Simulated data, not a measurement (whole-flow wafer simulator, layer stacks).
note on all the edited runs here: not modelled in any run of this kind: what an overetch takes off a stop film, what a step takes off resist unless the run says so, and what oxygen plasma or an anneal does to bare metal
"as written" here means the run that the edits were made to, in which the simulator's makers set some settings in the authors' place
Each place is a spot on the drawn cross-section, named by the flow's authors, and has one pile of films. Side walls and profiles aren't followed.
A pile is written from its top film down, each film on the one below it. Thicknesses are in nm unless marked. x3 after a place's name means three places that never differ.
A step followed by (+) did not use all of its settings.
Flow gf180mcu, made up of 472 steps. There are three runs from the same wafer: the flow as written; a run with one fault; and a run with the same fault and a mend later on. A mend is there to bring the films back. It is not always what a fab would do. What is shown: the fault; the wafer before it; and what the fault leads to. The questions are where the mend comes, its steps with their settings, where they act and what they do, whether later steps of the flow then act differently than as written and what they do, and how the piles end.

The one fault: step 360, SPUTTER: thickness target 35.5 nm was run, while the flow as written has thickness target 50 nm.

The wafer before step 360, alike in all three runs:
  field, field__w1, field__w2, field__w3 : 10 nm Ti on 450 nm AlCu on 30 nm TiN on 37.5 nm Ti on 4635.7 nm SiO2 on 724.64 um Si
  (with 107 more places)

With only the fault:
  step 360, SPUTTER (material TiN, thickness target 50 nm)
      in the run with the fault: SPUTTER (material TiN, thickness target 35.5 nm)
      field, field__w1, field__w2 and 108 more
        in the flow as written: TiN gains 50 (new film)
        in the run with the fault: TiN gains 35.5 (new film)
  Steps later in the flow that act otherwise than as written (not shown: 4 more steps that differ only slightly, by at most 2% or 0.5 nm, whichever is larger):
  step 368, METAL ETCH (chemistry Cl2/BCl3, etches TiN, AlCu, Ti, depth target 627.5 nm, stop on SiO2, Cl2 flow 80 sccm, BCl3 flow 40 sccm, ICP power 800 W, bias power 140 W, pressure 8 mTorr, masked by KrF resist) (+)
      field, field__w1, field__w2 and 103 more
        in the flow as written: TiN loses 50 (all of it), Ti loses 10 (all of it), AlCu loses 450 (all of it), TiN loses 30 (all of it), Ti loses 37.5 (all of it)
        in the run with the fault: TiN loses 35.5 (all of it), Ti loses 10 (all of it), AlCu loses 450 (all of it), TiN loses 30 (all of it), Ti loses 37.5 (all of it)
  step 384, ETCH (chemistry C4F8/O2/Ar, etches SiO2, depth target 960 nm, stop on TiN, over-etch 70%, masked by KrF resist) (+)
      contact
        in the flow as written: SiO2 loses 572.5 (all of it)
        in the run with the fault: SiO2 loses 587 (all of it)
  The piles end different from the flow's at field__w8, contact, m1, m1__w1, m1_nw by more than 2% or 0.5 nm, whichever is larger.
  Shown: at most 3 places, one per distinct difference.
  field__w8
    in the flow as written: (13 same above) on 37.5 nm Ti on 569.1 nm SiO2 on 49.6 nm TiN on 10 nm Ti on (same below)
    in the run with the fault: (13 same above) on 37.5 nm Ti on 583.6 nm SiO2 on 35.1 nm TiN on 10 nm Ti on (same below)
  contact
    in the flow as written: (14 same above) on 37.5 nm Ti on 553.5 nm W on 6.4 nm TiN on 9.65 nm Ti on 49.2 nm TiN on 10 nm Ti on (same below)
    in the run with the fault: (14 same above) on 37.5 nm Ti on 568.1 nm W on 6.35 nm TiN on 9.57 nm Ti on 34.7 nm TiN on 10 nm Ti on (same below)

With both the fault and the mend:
  After step 360 comes the mend.
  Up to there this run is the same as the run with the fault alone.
  step 360a, SPUTTER (material TiN, thickness target 14.5 nm) (the flow's step 360 again, with other settings)
      field, field__w1, field__w2 and 108 more
        TiN gains 14.5
  None of the later steps of the flow acts differently than as written at any place that is followed.
  The piles end the same as the flow's at every place that both follow.
